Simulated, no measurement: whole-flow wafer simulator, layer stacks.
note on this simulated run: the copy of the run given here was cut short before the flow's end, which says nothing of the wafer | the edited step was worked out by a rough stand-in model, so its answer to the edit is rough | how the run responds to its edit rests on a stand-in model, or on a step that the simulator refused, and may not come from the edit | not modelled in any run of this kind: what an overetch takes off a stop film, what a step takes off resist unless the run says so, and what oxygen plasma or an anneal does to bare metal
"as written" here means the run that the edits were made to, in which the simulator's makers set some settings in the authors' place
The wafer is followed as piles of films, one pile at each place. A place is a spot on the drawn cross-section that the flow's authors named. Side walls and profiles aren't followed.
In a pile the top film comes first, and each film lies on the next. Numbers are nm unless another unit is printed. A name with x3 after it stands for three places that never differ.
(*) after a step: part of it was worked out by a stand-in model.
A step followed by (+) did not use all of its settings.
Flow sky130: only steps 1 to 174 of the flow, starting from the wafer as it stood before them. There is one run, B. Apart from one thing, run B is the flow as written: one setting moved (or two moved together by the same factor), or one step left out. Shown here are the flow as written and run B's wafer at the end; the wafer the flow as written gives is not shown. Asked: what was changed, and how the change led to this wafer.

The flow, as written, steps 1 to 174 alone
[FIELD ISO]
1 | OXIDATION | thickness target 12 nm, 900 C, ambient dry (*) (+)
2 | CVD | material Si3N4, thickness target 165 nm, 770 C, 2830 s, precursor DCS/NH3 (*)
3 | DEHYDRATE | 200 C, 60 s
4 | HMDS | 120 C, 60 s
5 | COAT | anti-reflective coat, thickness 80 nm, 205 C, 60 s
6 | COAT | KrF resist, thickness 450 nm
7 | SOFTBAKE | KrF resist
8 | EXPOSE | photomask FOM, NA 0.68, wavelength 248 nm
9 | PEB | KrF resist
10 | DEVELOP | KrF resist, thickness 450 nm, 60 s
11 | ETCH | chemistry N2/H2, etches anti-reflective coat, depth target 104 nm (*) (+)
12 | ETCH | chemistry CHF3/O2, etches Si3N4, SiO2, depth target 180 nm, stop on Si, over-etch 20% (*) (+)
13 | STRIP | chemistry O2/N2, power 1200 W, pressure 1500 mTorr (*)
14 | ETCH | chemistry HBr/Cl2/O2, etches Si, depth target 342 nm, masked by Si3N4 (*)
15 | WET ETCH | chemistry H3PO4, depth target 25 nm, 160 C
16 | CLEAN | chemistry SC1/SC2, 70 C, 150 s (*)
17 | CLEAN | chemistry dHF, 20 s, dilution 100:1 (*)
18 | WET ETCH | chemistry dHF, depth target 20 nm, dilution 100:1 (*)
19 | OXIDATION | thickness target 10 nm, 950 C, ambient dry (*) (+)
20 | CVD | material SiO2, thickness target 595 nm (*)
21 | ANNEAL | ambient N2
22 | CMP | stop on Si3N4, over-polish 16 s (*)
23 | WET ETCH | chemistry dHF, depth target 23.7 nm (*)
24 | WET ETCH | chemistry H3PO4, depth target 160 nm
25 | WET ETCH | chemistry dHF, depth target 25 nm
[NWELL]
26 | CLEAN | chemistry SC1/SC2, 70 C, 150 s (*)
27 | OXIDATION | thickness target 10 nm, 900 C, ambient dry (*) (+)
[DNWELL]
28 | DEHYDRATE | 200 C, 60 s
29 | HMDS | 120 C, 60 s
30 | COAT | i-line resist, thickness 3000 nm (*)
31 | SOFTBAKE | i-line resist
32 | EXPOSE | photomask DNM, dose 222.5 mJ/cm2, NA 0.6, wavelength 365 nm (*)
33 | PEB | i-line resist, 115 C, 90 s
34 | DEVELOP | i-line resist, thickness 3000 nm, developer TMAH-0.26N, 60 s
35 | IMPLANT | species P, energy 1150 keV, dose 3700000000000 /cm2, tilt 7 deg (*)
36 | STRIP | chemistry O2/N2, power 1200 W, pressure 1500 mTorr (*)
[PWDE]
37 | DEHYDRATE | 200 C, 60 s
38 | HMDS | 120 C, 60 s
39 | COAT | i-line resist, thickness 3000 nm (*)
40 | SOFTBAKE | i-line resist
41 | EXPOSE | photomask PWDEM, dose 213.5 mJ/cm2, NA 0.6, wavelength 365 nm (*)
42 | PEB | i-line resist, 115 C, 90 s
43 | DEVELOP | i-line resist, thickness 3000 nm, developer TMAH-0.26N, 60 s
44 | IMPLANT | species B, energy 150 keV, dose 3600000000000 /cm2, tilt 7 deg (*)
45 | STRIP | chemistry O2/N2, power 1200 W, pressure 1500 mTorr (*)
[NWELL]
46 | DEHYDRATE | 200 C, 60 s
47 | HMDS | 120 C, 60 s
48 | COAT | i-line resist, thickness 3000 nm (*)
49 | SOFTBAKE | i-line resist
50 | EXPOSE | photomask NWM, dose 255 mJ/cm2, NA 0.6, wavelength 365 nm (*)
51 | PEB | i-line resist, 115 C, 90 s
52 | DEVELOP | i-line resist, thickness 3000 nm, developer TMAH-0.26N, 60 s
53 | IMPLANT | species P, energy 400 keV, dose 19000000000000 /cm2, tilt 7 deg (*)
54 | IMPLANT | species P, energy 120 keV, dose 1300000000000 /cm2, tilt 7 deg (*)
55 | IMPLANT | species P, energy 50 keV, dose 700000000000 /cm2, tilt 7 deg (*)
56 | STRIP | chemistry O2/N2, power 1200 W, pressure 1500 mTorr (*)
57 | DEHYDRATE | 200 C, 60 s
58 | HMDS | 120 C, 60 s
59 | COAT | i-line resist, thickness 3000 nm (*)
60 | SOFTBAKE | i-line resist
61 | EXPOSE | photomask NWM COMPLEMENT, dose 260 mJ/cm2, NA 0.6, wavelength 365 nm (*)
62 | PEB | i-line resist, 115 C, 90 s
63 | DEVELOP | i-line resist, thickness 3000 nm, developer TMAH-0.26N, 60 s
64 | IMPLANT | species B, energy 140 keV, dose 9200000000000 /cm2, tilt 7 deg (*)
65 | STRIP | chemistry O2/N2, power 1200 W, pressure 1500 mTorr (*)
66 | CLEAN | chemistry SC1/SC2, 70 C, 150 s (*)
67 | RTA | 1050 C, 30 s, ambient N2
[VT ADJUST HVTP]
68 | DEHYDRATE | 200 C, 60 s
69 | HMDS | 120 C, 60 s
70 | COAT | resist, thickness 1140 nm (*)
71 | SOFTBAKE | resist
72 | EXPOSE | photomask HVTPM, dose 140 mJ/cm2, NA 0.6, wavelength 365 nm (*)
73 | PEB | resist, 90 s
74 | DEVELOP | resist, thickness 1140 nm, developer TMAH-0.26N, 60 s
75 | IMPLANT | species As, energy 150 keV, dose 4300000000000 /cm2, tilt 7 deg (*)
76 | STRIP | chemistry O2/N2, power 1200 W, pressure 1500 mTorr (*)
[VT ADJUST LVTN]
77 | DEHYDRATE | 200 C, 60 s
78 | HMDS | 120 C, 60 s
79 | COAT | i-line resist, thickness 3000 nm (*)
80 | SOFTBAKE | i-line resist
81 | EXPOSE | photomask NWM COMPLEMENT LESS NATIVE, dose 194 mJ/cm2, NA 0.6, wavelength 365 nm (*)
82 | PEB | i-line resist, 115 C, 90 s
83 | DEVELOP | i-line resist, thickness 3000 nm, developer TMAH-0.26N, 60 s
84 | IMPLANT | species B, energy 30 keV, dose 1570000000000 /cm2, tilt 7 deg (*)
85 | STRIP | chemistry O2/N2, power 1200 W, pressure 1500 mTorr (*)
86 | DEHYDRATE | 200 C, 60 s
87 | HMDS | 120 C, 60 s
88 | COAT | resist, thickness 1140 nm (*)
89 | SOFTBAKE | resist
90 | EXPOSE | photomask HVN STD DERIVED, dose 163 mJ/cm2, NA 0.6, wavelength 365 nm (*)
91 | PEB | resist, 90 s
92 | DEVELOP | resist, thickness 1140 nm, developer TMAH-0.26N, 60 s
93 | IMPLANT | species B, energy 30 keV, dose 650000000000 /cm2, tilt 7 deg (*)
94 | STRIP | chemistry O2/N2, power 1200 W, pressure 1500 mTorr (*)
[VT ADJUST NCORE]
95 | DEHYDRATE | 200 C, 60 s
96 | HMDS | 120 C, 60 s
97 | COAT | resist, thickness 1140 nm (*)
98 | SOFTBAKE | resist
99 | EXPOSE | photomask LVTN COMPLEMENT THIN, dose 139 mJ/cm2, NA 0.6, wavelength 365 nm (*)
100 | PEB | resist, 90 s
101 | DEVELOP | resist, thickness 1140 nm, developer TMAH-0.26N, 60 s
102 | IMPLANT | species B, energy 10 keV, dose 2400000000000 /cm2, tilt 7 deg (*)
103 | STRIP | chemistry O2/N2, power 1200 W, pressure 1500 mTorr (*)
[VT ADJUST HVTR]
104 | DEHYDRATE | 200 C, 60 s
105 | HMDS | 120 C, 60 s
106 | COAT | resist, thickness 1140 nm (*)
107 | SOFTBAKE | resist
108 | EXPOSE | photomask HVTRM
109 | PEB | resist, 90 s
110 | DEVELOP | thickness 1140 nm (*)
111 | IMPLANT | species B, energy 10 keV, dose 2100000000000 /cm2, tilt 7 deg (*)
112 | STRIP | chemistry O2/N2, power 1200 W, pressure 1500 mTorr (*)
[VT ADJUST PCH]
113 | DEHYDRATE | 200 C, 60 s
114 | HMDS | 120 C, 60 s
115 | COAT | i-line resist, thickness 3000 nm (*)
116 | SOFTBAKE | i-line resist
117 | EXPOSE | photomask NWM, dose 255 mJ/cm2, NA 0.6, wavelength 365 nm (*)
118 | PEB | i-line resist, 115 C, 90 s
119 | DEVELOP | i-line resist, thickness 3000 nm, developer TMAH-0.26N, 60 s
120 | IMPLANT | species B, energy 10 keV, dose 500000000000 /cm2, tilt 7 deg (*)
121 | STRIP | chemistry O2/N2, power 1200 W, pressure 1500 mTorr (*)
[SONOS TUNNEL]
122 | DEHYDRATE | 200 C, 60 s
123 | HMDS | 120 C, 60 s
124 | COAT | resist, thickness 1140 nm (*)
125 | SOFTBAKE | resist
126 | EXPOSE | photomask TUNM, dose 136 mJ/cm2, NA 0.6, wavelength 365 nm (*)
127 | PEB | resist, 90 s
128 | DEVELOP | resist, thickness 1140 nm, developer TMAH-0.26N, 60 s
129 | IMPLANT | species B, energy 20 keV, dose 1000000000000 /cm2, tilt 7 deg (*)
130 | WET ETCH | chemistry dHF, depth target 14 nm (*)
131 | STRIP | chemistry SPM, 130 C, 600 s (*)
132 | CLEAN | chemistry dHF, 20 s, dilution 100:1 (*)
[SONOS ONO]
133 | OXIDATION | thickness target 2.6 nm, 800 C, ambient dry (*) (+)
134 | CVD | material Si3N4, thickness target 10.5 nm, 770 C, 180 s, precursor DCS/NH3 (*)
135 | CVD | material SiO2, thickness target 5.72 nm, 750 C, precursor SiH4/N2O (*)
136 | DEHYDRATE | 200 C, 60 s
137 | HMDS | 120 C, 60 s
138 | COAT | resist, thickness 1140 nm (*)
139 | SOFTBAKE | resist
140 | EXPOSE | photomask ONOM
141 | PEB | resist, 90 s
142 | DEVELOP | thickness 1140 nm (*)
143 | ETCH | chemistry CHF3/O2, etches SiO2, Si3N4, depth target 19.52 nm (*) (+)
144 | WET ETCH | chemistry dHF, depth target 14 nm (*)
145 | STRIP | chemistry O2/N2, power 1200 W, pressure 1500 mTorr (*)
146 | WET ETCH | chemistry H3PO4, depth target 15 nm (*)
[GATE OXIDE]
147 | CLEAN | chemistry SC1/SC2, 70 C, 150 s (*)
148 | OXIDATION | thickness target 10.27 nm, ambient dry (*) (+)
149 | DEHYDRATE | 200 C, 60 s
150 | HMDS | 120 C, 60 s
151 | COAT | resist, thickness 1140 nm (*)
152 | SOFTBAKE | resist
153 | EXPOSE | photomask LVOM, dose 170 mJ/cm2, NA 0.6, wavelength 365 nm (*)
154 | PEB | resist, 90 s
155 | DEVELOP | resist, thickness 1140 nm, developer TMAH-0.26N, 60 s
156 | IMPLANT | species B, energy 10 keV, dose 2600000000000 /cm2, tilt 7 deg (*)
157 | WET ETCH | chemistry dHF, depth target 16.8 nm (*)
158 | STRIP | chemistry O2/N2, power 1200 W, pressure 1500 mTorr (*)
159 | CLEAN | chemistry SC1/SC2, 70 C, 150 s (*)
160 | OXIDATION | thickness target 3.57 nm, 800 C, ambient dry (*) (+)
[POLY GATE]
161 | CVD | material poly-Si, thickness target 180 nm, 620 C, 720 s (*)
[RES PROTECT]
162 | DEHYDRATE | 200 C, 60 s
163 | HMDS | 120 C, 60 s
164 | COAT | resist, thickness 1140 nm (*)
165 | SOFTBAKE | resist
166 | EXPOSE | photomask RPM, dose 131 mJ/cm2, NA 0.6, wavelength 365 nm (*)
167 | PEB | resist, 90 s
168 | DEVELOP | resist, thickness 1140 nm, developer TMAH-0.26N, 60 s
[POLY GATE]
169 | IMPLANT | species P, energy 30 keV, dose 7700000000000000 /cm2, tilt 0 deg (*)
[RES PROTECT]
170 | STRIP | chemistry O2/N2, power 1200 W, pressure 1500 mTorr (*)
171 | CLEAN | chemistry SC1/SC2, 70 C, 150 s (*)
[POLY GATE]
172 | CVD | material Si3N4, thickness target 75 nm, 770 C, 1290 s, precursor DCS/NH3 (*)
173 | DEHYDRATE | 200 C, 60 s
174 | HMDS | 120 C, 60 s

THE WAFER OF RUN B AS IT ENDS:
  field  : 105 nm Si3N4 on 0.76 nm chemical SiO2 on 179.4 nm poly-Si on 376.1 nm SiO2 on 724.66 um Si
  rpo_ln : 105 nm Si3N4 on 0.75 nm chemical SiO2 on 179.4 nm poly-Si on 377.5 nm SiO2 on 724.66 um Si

Cause: step 172, CVD: 1806 s was run, whereas the flow has 1290 s.

The path from the change to this, step by step:
  172 | CVD | material Si3N4, thickness target 75 nm, 770 C, 1290 s, precursor DCS/NH3 (*)
      field, active, n_well and 187 more: +105 Si3N4 (new film) (in the flow as written it would be: +75 Si3N4 (new film))
